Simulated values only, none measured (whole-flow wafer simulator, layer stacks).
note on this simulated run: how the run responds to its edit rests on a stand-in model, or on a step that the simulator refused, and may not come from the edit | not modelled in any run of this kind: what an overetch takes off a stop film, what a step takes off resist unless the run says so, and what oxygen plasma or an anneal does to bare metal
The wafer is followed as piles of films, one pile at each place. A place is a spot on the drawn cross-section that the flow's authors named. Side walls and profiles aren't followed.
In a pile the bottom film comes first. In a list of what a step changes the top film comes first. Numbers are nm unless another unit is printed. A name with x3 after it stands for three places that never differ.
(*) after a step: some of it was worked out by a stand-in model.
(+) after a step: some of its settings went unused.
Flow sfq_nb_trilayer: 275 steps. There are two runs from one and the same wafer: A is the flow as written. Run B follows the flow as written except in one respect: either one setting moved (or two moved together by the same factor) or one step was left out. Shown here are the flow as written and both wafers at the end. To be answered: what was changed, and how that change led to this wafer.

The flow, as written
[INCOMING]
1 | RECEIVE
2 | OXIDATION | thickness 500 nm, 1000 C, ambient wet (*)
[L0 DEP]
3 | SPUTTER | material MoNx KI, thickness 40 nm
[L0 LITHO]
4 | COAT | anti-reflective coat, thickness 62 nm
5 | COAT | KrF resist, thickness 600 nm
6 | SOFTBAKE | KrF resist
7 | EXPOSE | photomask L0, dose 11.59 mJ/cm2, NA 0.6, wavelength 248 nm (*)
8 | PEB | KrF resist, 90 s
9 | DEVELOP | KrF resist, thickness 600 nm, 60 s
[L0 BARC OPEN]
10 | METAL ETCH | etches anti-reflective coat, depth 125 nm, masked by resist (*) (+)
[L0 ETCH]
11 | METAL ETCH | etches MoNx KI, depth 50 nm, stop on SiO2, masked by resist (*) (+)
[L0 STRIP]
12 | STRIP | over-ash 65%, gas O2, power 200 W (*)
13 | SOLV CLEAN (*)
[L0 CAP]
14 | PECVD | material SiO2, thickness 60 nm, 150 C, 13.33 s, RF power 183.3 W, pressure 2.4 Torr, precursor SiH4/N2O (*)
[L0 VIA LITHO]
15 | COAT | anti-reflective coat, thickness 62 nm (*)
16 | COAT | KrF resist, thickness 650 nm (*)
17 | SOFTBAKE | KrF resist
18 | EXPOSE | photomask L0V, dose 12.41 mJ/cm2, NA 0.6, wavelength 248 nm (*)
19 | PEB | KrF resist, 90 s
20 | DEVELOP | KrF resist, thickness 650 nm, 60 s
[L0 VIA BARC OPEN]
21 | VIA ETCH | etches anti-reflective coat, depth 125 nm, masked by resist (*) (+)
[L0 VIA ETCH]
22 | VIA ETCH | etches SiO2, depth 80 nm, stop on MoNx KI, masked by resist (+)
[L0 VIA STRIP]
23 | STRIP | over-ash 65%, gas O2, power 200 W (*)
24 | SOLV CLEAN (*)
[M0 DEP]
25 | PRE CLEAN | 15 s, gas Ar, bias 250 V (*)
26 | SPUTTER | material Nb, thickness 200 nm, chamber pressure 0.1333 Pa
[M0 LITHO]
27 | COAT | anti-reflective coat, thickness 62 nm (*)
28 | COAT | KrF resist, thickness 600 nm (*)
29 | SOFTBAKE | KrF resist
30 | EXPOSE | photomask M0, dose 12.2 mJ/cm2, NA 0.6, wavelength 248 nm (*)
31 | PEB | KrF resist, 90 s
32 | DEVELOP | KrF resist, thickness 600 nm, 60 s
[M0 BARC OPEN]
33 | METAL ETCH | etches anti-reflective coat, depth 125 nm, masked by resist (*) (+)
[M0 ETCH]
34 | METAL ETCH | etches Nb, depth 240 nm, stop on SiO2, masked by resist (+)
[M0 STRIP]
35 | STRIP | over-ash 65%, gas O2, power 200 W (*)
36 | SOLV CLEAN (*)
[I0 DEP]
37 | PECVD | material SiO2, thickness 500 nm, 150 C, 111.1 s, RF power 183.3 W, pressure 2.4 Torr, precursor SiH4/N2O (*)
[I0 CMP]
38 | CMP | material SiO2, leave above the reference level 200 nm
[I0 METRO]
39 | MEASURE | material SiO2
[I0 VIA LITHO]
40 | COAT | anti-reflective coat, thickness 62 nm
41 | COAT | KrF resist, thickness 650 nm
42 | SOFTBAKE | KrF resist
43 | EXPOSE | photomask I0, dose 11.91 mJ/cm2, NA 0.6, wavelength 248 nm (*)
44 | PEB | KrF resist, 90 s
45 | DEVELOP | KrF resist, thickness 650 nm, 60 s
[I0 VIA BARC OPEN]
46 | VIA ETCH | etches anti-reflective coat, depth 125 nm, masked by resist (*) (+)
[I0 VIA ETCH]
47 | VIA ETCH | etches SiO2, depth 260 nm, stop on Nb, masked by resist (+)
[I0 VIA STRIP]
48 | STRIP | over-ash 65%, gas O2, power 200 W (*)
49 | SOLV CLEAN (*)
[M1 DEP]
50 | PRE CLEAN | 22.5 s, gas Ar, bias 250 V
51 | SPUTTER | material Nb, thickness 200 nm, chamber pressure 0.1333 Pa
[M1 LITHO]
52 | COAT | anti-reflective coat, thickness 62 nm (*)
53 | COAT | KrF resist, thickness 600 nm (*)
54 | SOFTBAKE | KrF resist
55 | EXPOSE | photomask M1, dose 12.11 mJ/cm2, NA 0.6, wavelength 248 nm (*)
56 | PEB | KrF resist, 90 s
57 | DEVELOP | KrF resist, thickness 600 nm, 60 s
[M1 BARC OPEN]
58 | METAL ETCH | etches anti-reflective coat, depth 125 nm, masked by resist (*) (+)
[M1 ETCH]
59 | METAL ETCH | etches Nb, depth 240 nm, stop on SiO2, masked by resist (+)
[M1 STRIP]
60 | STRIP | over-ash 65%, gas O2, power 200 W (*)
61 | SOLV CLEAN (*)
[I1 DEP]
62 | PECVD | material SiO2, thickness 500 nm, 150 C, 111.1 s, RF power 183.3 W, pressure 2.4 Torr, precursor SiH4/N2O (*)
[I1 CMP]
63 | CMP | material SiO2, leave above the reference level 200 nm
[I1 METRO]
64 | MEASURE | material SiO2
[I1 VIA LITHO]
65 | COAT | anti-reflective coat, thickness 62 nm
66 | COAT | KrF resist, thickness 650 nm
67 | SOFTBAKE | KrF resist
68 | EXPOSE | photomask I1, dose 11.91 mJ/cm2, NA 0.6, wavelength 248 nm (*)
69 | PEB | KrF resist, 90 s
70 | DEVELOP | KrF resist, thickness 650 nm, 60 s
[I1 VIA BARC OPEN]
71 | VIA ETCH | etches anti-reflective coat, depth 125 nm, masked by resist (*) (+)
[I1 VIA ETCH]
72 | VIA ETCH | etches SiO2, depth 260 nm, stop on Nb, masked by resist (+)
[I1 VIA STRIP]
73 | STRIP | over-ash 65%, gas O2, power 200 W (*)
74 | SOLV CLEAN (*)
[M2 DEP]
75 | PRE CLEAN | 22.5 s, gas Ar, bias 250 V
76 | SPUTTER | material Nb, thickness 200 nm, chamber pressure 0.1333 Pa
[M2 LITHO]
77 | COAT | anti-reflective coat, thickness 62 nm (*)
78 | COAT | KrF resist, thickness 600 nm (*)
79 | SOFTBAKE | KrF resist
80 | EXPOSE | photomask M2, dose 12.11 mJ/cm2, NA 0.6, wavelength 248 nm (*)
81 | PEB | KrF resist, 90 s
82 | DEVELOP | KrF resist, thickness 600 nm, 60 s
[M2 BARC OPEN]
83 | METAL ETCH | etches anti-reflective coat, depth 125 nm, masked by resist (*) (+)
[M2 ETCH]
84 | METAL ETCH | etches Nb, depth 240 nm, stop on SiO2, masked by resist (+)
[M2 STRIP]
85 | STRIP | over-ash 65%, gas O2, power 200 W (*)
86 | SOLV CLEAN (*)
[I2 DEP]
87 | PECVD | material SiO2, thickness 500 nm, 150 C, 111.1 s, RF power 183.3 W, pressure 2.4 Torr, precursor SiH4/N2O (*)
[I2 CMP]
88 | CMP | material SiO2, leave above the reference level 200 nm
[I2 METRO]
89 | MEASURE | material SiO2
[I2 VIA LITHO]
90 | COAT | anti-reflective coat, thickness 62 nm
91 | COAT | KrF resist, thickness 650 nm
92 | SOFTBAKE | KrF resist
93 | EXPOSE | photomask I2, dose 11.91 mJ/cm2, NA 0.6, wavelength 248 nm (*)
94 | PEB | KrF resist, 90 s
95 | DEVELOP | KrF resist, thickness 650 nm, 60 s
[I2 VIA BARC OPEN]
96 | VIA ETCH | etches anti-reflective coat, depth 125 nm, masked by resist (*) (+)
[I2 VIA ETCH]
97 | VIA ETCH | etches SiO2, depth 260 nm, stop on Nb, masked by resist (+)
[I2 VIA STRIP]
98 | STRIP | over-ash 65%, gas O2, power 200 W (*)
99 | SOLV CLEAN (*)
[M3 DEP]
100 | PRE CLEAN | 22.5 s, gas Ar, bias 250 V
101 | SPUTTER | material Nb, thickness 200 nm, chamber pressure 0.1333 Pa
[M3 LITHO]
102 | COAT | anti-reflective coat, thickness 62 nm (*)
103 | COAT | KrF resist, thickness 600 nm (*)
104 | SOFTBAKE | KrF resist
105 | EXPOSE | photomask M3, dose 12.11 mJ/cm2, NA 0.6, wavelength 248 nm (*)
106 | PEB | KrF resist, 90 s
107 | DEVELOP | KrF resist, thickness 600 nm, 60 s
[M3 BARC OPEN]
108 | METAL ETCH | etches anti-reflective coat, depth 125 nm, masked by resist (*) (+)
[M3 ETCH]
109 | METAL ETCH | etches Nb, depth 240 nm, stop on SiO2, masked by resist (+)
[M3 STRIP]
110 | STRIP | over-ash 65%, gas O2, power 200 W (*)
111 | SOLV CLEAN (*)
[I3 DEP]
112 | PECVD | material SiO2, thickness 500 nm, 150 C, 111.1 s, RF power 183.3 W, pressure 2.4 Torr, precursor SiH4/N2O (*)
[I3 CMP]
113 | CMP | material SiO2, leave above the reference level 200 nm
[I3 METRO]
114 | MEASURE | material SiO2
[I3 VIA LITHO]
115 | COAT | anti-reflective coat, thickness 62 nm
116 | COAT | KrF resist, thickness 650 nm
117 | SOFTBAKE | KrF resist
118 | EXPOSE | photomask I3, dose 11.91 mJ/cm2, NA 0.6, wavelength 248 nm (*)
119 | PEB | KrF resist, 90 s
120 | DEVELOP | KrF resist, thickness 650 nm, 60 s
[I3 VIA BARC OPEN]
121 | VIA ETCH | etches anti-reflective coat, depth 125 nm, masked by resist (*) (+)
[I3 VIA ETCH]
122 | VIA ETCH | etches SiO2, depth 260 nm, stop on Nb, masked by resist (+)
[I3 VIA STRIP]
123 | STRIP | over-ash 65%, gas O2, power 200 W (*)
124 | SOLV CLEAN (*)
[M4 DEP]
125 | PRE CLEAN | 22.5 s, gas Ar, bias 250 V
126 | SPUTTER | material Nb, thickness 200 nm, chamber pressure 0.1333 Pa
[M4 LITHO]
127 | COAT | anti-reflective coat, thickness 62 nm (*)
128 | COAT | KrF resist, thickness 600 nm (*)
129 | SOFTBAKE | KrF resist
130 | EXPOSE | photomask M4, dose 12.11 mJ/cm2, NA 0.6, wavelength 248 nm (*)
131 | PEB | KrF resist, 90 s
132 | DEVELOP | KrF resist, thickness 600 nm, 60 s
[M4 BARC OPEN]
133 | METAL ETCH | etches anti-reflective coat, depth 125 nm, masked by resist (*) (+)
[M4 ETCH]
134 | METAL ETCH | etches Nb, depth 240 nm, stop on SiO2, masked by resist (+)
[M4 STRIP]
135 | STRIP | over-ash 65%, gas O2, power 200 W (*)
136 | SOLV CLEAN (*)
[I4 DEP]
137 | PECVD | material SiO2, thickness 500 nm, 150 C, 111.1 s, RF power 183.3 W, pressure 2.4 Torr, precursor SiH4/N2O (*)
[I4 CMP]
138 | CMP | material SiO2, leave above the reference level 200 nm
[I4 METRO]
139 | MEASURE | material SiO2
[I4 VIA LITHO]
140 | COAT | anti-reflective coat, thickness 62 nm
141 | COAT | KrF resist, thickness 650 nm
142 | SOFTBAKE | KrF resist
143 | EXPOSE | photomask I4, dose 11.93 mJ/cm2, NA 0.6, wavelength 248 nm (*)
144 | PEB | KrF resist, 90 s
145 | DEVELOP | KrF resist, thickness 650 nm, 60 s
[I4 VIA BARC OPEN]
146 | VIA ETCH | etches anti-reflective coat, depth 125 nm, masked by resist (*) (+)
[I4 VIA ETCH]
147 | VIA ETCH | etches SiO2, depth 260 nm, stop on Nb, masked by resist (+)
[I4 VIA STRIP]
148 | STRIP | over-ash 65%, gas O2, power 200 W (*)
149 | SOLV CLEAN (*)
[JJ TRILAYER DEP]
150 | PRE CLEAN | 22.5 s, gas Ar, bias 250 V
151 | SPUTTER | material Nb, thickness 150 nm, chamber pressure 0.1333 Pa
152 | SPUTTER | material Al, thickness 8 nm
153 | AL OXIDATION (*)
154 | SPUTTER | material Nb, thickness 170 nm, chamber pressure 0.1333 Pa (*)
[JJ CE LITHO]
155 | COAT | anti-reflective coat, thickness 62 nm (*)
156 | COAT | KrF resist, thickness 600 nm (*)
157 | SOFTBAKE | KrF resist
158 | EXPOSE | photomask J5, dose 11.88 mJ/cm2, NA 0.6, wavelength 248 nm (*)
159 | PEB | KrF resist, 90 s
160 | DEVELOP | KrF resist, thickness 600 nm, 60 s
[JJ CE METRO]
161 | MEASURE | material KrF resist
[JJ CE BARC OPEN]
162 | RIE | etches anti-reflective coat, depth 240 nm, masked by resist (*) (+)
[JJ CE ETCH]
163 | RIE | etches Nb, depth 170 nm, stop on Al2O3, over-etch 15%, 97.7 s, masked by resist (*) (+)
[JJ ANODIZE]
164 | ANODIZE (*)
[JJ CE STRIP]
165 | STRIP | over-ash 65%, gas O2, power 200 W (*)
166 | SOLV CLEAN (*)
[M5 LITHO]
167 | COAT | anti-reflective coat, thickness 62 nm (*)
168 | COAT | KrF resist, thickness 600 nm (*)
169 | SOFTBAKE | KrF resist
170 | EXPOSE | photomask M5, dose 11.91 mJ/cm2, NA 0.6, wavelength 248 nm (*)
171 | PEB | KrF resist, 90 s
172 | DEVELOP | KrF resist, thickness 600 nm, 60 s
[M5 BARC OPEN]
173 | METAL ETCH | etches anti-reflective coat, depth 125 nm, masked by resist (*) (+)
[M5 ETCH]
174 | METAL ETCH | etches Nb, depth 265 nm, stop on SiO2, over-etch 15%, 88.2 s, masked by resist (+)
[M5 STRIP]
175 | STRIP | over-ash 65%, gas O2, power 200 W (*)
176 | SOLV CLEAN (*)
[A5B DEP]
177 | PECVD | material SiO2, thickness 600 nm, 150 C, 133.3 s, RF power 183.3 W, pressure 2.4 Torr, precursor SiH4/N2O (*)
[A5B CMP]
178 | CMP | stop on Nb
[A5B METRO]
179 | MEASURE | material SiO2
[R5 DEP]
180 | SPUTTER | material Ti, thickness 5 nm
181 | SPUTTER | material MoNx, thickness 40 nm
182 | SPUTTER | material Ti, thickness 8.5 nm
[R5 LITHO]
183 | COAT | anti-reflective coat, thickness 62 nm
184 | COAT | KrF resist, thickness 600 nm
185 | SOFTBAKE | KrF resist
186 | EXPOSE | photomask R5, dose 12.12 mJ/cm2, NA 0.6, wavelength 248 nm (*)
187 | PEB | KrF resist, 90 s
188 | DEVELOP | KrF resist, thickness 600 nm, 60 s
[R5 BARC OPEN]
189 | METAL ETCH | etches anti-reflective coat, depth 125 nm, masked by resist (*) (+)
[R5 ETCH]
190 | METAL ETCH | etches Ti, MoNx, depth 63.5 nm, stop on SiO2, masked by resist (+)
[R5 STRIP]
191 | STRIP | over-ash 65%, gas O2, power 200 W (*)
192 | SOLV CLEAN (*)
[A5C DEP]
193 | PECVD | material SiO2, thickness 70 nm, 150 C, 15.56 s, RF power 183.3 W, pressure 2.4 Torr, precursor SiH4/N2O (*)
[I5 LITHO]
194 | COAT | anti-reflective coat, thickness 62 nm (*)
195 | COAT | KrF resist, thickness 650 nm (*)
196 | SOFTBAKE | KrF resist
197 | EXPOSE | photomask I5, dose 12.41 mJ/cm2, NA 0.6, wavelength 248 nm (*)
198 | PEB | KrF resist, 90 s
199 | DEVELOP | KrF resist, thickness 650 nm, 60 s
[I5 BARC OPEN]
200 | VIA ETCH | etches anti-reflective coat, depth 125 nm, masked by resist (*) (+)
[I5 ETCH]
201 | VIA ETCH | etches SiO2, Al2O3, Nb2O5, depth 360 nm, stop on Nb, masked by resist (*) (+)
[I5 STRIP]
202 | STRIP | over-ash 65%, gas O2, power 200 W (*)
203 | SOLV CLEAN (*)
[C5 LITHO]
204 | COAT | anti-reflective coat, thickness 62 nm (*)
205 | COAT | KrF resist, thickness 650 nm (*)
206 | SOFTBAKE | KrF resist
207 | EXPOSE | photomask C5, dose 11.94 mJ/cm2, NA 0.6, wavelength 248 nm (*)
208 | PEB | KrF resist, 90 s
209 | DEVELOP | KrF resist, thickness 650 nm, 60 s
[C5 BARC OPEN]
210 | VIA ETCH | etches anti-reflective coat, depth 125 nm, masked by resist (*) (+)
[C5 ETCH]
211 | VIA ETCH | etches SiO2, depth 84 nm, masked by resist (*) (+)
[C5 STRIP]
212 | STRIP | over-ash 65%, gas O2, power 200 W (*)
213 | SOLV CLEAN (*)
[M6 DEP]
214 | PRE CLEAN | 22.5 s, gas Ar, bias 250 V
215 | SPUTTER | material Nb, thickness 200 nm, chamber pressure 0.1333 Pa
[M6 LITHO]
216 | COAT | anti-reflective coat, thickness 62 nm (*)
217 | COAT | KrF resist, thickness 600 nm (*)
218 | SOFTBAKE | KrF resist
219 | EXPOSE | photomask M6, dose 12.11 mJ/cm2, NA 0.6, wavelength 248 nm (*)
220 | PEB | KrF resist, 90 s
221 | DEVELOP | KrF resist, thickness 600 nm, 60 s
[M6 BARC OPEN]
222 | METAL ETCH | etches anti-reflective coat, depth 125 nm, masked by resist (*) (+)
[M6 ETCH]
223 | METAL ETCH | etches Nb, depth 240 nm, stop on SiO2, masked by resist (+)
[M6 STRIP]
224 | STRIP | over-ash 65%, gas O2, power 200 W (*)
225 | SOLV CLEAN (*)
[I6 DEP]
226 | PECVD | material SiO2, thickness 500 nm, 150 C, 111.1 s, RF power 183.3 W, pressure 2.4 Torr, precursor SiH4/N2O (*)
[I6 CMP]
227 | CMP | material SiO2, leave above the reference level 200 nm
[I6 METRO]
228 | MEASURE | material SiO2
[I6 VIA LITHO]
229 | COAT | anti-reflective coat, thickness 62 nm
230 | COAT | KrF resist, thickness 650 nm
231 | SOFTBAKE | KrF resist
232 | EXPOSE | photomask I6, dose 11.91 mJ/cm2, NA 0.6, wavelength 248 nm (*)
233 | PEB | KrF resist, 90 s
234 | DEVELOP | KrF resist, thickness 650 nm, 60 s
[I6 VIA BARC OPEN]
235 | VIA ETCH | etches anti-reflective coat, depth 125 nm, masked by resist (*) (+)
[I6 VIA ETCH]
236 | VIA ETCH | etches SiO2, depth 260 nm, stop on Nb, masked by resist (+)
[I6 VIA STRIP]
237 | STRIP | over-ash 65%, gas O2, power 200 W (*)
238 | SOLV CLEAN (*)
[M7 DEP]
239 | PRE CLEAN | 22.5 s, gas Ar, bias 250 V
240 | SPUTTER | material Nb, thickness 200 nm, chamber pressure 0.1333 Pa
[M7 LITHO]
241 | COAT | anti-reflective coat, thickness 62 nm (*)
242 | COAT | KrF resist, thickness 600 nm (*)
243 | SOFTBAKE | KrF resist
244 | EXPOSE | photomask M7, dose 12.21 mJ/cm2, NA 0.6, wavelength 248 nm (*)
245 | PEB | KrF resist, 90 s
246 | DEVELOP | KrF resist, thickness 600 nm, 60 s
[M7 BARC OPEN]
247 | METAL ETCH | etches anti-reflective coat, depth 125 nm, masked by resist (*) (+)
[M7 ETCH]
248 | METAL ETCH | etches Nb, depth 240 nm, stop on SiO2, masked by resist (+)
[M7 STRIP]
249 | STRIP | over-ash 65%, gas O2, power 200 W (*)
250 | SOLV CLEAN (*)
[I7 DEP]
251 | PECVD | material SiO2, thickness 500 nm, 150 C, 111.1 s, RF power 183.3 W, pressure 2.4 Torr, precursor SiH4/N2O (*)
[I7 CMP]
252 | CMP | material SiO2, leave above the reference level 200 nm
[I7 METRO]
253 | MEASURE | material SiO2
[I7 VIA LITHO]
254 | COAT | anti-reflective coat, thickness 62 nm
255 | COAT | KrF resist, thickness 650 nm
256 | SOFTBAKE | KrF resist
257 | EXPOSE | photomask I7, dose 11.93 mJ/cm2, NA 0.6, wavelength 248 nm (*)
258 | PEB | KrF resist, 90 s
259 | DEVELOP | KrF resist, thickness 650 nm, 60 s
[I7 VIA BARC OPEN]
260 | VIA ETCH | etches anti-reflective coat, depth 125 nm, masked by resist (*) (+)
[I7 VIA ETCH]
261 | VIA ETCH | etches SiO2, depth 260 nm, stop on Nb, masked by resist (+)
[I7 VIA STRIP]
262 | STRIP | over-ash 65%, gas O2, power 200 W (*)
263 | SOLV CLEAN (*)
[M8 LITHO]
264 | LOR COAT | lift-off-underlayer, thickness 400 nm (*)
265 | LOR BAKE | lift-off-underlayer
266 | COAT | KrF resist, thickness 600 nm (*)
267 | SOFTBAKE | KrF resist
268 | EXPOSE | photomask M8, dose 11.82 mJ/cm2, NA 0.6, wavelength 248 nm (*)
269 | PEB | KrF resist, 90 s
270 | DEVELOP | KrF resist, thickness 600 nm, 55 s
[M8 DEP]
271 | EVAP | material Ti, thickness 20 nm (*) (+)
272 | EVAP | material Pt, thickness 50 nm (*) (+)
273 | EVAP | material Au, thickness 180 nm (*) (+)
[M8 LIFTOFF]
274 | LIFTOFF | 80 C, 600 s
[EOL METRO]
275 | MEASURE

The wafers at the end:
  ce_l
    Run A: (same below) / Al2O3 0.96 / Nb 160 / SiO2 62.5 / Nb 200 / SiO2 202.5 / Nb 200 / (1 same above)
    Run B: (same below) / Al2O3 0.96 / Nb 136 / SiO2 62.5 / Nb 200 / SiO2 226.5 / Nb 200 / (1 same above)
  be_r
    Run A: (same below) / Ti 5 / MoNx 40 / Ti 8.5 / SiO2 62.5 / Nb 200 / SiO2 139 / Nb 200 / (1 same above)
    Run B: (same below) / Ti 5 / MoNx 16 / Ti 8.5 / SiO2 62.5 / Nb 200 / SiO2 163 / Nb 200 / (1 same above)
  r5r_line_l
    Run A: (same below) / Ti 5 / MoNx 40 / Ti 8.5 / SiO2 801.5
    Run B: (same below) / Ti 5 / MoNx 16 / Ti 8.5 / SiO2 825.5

Cause: step 181, SPUTTER: thickness 16 nm was run, whereas the flow has thickness 40 nm.
The wafer lets one read it off: be_r has MoNx 16, and step 181 as written asks for 40 nm.

The path from the change to this, step by step:
  181 | SPUTTER | material MoNx, thickness 40 nm
      field_l, v_sur, via_wl and 103 more: A MoNx gains 40 (new film) | B MoNx gains 16 (new film)
  190 | METAL ETCH | etches Ti, MoNx, depth 63.5 nm, stop on SiO2, masked by resist (+)
      field_l, v_sur, via_wl and 92 more: A Ti loses 8.5 (all of it), MoNx loses 40 (all of it), Ti loses 5 (all of it) | B Ti loses 8.5 (all of it), MoNx loses 16 (all of it), Ti loses 5 (all of it)
      ce_l, c5j, ce_r, wl_jj: A Ti loses 8.5 (all of it), MoNx loses 40 (all of it), Ti loses 5 (all of it), Nb loses 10 | B Ti loses 8.5 (all of it), MoNx loses 16 (all of it), Ti loses 5 (all of it), Nb loses 34
  194 | COAT | anti-reflective coat, thickness 62 nm (*)
      wl_j_sl, wl_j_sr: A anti-reflective coat gains 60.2 (new film) | B anti-reflective coat gains 56.4 (new film)
      r5r_spacepad_l, r5r_spacepad_r: A anti-reflective coat gains 84.4 (new film) | B anti-reflective coat gains 74.1 (new film)
      (as well as at 15 more places)
  202 | STRIP | over-ash 65%, gas O2, power 200 W (*)
      wl_j_sl, wl_j_sr: A KrF resist loses 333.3 (all of it), anti-reflective coat loses 60.2 (all of it) | B KrF resist loses 333.4 (all of it), anti-reflective coat loses 56.4 (all of it)
      r5r_spacepad_l, r5r_spacepad_r: A KrF resist loses 335.6 (all of it), anti-reflective coat loses 84.4 (all of it) | B KrF resist loses 334.7 (all of it), anti-reflective coat loses 74.1 (all of it)
      (as well as at 15 more places)
  204 | COAT | anti-reflective coat, thickness 62 nm (*)
      wl_j_sl, wl_j_sr: A anti-reflective coat gains 60.2 (new film) | B anti-reflective coat gains 56.4 (new film)
      r5r_spacepad_l, r5r_spacepad_r: A anti-reflective coat gains 84.4 (new film) | B anti-reflective coat gains 74.1 (new film)
      (as well as at 15 more places)
  210 | VIA ETCH | etches anti-reflective coat, depth 125 nm, masked by resist (*) (+)
      field_l, v_sur, via_wl and 101 more: A KrF resist loses 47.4 | B KrF resist loses 49
      c5j: A anti-reflective coat loses 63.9 (all of it), SiO2 loses 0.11 | B anti-reflective coat loses 70.4 (all of it), SiO2 loses 0.09
      (as well as at 1 more place)
  212 | STRIP | over-ash 65%, gas O2, power 200 W (*)
      wl_j_sl, wl_j_sr: A KrF resist loses 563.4 (all of it), anti-reflective coat loses 60.2 (all of it) | B KrF resist loses 561.7 (all of it), anti-reflective coat loses 56.4 (all of it)
      r5r_spacepad_l, r5r_spacepad_r: A KrF resist loses 565.8 (all of it), anti-reflective coat loses 84.4 (all of it) | B KrF resist loses 563 (all of it), anti-reflective coat loses 74.1 (all of it)
      (as well as at 13 more places)
  216 | COAT | anti-reflective coat, thickness 62 nm (*)
      r5r_line_l, r5r_line_c, r5r_line_r: A anti-reflective coat gains 50 (new film) | B anti-reflective coat gains 54.3 (new film)
      wl_j_sl, wl_j_sr: A anti-reflective coat gains 60.2 (new film) | B anti-reflective coat gains 56.5 (new film)
      (as well as at 14 more places)
  222 | METAL ETCH | etches anti-reflective coat, depth 125 nm, masked by resist (*) (+)
      r5r_line_l, r5r_line_c, r5r_line_r: A anti-reflective coat loses 50 (all of it) | B anti-reflective coat loses 54.3 (all of it)
      r5r_spacepad_l, r5r_spacepad_r: A anti-reflective coat loses 85.7 (all of it) | B anti-reflective coat loses 74.4 (all of it)
      (as well as at 2 more places)
  224 | STRIP | over-ash 65%, gas O2, power 200 W (*)
      wl_j_sl, wl_j_sr: A KrF resist loses 382.5 (all of it), anti-reflective coat loses 60.2 (all of it) | B KrF resist loses 382.2 (all of it), anti-reflective coat loses 56.5 (all of it)
      jj_sur: A KrF resist loses 378.5 (all of it), anti-reflective coat loses 56.1 (all of it) | B KrF resist loses 377 (all of it), anti-reflective coat loses 51.9 (all of it)
      (as well as at 9 more places)
  226 | PECVD | material SiO2, thickness 500 nm, 150 C, 111.1 s, RF power 183.3 W, pressure 2.4 Torr, precursor SiH4/N2O (*)
      r5r_spacepad_l, r5r_spacepad_r: A SiO2 gains 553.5 | B SiO2 gains 527
  227 | CMP | material SiO2, leave above the reference level 200 nm
      ce_l, ce_r, wl_jj: A SiO2 loses 290 | B SiO2 loses 266
      be_r, r_sur, r_end: A SiO2 loses 353.5 | B SiO2 loses 329.5
      (as well as at 7 more places)
